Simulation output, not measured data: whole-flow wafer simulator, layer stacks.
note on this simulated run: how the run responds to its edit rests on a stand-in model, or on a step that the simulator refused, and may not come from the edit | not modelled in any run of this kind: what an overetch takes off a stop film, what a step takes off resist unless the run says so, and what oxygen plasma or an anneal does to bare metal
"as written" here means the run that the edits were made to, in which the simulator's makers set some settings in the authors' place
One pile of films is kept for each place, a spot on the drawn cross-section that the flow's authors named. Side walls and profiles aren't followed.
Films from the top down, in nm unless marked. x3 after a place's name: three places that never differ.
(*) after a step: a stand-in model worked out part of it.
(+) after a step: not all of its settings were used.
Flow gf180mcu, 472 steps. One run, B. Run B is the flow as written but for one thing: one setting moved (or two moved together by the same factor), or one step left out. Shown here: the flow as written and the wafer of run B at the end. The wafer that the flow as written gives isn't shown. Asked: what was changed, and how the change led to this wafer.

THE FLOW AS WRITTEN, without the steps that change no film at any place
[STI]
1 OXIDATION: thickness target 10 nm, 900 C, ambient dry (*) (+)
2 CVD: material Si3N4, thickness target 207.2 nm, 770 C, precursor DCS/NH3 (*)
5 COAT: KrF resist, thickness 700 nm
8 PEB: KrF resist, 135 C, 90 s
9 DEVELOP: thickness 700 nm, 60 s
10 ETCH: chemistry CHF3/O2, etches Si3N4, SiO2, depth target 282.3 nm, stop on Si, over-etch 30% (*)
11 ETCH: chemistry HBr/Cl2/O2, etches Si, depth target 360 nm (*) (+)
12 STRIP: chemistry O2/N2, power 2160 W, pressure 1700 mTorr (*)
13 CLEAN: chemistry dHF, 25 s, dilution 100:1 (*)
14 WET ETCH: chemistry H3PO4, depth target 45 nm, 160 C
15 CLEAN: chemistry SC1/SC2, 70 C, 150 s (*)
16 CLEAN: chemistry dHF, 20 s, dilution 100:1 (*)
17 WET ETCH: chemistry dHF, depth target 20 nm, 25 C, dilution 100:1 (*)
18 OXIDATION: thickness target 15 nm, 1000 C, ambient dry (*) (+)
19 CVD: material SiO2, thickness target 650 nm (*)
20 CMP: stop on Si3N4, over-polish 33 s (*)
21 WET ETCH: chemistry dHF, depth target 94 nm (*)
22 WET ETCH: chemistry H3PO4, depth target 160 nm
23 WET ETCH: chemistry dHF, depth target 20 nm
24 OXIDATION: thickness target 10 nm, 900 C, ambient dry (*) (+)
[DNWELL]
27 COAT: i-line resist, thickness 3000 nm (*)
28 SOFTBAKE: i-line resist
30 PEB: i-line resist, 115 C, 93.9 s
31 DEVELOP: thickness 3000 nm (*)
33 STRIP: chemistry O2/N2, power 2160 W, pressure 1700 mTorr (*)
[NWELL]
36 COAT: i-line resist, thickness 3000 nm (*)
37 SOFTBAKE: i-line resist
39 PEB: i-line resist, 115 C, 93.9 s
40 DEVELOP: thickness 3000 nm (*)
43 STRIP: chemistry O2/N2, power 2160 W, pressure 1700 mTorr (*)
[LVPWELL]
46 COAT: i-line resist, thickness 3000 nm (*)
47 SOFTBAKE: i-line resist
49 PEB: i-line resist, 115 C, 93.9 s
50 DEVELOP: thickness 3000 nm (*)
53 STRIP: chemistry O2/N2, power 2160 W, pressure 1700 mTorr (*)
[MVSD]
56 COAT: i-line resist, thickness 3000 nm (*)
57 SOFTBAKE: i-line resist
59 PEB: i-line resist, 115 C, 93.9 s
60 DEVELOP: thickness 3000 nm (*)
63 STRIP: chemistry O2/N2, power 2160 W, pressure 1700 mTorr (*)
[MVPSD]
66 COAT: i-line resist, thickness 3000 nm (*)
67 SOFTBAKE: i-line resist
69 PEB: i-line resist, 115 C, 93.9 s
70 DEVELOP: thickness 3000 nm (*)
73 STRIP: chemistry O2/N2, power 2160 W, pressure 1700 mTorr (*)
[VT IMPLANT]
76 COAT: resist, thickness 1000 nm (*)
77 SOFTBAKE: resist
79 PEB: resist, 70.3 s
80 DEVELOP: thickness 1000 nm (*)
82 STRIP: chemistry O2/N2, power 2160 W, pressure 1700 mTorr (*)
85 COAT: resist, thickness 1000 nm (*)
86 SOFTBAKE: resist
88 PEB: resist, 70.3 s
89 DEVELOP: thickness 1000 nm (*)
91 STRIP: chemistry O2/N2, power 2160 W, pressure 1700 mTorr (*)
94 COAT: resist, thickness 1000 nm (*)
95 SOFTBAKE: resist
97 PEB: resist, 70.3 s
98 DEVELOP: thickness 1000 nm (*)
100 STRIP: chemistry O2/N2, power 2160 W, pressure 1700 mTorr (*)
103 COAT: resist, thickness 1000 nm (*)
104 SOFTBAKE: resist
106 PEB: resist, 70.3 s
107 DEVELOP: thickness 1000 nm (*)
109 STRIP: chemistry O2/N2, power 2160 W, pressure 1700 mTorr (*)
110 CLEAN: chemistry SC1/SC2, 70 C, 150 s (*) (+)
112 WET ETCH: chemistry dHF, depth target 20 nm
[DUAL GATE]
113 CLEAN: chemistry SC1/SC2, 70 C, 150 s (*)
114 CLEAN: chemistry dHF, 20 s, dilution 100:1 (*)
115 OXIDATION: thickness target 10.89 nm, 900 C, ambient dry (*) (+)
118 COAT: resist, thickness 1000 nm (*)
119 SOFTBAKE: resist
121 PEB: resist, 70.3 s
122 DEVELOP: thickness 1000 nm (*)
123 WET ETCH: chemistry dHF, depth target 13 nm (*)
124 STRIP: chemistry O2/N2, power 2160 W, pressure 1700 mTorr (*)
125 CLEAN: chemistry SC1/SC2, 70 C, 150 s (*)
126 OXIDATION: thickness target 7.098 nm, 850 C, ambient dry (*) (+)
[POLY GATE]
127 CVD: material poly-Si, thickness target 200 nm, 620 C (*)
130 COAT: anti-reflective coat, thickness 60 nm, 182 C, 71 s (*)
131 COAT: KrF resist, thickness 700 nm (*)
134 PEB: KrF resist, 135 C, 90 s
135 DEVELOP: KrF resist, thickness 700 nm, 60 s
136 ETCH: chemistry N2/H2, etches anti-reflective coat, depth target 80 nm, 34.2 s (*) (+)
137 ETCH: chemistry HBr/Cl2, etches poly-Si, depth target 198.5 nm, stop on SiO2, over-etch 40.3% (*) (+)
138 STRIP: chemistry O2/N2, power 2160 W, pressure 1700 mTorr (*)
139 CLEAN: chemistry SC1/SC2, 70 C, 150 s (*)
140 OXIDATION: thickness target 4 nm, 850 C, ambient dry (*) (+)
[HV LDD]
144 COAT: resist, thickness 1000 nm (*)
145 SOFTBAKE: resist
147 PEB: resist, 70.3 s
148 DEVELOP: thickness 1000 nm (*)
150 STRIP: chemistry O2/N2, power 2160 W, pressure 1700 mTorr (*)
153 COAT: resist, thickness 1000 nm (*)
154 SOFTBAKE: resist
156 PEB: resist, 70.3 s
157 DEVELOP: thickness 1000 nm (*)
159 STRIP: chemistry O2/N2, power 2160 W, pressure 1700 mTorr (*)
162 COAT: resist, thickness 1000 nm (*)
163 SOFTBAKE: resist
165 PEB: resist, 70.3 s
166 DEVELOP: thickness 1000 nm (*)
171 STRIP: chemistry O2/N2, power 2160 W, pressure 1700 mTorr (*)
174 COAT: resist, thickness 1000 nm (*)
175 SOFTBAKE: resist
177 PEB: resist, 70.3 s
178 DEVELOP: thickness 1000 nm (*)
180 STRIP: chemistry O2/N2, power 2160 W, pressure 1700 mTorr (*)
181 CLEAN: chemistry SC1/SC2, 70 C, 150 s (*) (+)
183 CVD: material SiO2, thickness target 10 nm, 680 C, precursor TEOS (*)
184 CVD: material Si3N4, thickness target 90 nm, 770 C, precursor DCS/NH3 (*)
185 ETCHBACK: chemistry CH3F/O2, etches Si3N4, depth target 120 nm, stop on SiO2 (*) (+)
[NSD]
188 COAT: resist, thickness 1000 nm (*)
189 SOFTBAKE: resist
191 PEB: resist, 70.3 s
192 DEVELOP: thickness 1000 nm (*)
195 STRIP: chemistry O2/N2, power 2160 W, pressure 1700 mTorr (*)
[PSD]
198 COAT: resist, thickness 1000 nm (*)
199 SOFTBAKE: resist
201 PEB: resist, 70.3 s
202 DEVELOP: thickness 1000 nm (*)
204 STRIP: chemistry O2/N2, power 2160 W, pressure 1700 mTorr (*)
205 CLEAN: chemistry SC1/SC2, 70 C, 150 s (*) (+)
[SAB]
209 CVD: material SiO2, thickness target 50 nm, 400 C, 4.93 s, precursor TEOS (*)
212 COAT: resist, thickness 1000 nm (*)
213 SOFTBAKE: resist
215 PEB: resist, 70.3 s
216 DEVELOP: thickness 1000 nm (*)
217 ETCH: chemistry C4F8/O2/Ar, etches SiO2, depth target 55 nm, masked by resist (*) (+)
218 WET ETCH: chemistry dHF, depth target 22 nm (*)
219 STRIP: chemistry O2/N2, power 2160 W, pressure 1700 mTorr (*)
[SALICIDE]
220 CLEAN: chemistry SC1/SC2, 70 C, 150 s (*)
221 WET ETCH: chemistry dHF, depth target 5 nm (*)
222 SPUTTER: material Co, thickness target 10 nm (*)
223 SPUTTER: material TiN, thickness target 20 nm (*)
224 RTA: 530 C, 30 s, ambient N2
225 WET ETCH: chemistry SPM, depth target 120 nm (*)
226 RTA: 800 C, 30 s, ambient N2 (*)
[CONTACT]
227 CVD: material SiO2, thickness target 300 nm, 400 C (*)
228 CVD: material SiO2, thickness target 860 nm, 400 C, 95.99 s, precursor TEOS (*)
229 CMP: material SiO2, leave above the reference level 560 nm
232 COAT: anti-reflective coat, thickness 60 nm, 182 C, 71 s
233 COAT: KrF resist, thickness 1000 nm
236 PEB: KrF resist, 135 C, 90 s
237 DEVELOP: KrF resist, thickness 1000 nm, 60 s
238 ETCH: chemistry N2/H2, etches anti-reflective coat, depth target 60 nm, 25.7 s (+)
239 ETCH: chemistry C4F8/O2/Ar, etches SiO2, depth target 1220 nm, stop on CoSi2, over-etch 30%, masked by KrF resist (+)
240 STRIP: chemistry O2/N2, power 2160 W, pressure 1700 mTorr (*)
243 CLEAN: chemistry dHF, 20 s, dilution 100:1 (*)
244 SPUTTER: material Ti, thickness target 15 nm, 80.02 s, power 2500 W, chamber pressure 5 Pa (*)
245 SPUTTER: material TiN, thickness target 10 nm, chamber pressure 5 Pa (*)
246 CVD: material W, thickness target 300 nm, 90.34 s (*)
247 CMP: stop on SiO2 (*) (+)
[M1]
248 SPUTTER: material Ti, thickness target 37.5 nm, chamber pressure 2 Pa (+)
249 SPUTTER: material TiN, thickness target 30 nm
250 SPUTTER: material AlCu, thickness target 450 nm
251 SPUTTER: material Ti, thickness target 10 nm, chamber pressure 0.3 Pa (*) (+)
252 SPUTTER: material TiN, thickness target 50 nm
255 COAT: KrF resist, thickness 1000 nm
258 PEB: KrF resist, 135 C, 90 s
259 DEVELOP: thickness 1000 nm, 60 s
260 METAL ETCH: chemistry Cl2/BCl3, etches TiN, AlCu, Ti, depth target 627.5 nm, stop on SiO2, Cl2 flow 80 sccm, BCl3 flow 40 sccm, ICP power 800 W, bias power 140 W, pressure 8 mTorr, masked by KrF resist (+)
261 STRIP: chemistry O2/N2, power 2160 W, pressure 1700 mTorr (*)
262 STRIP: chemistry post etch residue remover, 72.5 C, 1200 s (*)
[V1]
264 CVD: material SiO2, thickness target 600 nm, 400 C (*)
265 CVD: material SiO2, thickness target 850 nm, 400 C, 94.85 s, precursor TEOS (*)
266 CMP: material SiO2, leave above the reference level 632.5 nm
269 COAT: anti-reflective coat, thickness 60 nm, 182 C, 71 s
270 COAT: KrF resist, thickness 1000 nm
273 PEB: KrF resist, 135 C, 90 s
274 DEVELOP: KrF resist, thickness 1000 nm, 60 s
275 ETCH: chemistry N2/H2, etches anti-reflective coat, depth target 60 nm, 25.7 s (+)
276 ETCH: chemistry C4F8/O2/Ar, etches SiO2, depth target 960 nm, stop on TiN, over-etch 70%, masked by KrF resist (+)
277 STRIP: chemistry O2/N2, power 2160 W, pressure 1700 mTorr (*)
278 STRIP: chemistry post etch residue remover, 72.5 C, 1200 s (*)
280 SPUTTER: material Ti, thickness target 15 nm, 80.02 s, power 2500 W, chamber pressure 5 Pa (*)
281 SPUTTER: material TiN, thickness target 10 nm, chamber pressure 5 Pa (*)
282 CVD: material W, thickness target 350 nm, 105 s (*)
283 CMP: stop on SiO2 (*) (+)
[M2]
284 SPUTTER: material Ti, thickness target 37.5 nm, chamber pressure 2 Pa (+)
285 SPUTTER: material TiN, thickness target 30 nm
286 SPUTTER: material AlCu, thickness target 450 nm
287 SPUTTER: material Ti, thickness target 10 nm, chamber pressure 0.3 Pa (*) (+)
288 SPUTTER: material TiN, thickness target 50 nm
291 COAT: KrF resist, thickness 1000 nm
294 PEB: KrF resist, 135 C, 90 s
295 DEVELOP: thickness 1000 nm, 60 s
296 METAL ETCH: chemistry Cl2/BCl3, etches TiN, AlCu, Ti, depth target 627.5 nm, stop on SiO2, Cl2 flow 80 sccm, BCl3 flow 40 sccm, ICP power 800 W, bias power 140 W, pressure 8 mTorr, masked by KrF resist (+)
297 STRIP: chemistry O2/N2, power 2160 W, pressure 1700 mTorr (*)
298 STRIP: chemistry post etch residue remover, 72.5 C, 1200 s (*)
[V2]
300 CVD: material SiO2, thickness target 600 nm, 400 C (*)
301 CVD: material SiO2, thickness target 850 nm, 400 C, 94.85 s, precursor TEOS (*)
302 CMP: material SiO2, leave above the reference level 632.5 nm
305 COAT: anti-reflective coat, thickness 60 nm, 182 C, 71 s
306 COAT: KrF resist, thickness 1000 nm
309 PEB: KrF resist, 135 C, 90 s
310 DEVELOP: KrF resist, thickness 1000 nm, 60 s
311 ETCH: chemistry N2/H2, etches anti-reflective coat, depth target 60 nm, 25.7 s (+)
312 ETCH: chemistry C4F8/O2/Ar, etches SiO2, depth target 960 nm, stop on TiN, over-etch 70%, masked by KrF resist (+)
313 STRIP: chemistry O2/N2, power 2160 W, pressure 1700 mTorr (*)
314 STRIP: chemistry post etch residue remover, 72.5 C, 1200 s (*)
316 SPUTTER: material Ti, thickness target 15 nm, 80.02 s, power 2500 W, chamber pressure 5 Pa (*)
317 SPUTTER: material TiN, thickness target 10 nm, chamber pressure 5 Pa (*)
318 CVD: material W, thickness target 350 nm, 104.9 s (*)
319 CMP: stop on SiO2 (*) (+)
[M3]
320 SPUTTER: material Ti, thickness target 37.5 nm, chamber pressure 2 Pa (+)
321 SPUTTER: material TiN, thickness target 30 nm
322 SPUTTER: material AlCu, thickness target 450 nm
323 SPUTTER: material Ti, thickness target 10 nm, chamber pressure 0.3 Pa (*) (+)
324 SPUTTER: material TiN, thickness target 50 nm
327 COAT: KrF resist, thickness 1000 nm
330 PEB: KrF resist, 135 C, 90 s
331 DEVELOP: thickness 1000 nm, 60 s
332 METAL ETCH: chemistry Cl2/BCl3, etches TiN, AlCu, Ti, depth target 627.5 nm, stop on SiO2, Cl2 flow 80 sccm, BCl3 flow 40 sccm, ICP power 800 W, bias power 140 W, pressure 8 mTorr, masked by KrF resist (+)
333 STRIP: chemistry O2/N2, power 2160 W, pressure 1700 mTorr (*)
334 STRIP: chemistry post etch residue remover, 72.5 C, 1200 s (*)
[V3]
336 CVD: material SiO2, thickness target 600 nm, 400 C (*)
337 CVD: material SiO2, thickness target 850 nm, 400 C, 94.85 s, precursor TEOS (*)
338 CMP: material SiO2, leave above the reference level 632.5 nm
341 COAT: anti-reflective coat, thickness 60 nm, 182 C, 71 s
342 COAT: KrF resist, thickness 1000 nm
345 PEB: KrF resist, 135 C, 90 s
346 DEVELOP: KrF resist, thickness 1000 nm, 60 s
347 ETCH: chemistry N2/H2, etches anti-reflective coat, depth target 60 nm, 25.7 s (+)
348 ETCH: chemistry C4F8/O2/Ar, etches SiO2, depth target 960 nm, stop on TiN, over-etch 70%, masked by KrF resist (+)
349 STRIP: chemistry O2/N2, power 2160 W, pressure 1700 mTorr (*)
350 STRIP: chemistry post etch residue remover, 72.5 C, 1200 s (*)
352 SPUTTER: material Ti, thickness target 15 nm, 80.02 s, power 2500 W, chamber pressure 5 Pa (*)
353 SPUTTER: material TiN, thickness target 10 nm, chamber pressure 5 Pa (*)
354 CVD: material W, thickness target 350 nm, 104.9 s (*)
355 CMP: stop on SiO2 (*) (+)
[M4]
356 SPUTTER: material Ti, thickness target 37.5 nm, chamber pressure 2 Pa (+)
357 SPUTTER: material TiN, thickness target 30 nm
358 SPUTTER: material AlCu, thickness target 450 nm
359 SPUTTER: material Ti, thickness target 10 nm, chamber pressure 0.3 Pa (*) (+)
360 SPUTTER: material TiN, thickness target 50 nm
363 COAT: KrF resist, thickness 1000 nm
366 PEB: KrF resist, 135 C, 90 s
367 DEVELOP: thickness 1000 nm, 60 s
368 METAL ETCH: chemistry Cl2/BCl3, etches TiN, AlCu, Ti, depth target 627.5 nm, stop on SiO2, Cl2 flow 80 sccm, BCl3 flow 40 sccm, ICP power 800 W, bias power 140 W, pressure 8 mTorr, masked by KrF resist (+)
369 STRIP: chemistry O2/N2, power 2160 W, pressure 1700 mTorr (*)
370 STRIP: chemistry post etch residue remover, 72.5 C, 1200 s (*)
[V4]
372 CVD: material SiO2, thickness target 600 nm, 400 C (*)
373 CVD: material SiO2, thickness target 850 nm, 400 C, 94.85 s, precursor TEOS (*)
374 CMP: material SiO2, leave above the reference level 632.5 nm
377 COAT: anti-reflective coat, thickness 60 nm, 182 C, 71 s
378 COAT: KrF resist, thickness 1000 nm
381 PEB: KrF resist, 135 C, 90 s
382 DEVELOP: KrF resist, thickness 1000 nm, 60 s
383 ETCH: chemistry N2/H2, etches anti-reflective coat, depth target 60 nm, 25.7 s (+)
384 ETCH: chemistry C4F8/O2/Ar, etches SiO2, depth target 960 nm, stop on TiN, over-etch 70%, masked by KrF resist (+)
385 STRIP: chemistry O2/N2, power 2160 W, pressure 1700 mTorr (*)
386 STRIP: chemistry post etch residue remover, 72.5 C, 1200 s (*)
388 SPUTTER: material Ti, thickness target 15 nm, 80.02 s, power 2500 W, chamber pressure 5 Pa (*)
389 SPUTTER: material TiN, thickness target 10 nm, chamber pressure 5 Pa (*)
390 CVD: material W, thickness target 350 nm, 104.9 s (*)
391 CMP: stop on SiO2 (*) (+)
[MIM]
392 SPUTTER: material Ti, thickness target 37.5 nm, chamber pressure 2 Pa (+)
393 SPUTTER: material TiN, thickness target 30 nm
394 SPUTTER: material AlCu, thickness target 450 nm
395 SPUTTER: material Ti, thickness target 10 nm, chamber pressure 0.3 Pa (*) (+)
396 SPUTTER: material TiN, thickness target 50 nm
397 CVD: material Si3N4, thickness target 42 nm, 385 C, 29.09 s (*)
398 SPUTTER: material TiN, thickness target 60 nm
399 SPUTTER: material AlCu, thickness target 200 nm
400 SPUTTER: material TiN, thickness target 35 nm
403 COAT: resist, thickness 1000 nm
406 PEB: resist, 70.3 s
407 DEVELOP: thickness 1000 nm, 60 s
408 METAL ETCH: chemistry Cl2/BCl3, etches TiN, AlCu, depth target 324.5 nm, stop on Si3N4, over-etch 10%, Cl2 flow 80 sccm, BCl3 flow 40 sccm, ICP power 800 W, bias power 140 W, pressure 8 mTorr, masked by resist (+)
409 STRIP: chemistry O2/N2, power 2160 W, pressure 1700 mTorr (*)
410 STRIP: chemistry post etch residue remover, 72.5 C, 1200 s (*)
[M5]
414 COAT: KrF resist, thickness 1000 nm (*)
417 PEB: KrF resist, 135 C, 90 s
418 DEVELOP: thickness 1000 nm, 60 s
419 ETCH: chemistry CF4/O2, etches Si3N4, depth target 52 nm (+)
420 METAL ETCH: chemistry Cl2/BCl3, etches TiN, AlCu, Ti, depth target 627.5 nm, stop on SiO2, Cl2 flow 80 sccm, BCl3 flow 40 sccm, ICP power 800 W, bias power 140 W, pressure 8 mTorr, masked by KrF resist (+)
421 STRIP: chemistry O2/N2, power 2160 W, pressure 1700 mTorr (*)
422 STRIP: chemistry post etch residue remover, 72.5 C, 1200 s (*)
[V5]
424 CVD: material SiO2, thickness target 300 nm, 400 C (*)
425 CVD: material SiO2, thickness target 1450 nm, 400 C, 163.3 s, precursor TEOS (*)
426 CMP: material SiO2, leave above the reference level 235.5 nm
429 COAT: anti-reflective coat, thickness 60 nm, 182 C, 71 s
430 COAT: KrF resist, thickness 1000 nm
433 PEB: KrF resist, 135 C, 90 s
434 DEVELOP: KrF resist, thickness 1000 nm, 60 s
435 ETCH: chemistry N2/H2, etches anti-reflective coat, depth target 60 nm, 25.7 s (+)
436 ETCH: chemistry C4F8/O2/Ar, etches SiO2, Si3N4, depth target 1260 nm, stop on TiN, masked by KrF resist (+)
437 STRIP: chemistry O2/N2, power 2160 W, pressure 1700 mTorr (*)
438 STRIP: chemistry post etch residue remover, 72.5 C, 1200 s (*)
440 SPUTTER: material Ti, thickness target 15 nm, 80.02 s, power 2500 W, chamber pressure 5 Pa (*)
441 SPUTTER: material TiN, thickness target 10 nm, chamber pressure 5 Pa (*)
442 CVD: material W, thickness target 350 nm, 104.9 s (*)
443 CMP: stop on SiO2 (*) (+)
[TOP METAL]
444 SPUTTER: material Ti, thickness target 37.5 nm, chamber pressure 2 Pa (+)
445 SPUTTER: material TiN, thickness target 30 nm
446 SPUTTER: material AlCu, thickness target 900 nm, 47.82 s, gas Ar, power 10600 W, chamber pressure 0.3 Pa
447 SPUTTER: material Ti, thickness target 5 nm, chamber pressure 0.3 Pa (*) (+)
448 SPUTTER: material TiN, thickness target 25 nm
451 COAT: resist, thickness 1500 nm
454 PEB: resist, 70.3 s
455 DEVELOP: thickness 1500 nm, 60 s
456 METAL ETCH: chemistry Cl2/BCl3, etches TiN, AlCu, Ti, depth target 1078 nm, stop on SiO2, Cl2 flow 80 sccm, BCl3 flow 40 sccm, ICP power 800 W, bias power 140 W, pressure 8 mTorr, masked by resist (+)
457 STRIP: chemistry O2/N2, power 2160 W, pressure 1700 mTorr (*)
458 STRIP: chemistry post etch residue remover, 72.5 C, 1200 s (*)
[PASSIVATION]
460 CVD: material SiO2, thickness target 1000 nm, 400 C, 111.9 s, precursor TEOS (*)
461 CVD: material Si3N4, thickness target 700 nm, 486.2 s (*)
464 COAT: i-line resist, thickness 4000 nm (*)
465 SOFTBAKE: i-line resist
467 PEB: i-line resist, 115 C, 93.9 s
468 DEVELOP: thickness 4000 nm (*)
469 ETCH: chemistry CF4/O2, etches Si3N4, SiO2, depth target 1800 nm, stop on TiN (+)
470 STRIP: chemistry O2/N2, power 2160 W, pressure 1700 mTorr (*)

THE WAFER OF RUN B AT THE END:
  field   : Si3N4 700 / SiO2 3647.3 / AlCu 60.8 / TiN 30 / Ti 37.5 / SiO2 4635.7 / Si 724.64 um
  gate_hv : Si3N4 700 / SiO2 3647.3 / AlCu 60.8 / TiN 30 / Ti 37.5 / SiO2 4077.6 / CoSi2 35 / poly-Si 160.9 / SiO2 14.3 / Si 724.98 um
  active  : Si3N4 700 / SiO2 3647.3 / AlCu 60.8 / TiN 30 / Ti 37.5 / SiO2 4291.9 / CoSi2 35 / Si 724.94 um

The cause: step 358, SPUTTER: thickness target 634 nm was run, where the flow has thickness target 450 nm.

How the change led to this, step by step:
  358 SPUTTER: material AlCu, thickness target 450 nm
      field, field__w1, field__w2 and 108 more: AlCu +634 (new film) (as written it would be: AlCu +450 (new film))
  368 METAL ETCH: chemistry Cl2/BCl3, etches TiN, AlCu, Ti, depth target 627.5 nm, stop on SiO2, Cl2 flow 80 sccm, BCl3 flow 40 sccm, ICP power 800 W, bias power 140 W, pressure 8 mTorr, masked by KrF resist (+)
      field, field__w1, field__w2 and 103 more: TiN -50 (all of it), Ti -10 (all of it), AlCu -567.5 (as written it would be: TiN -50 (all of it), Ti -10 (all of it), AlCu -450 (all of it), TiN -30 (all of it), Ti -37.5 (all of it))
  370 STRIP: chemistry post etch residue remover, 72.5 C, 1200 s (*)
      field, field__w1, field__w2 and 103 more: AlCu -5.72 (as written it would be: nothing)
  372 CVD: material SiO2, thickness target 600 nm, 400 C (*)
      field, field__w1, field__w2 and 103 more: SiO2 +600 (new film) (as written it would be: SiO2 +600)
  374 CMP: material SiO2, leave above the reference level 632.5 nm
      field, field__w1, field__w2 and 103 more: SiO2 -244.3 (as written it would be: SiO2 -300)
Counting metal films that touch as one body, field has 1 body; the flow as written gives 0 bodies.
Counting metal films that touch as one body, gate_hv has 2 bodies (between them, from the top down: SiO2 4077.6); the flow as written gives 1 body.
Counting metal films that touch as one body, active has 2 bodies (between them, from the top down: SiO2 4291.9); the flow as written gives 1 body.
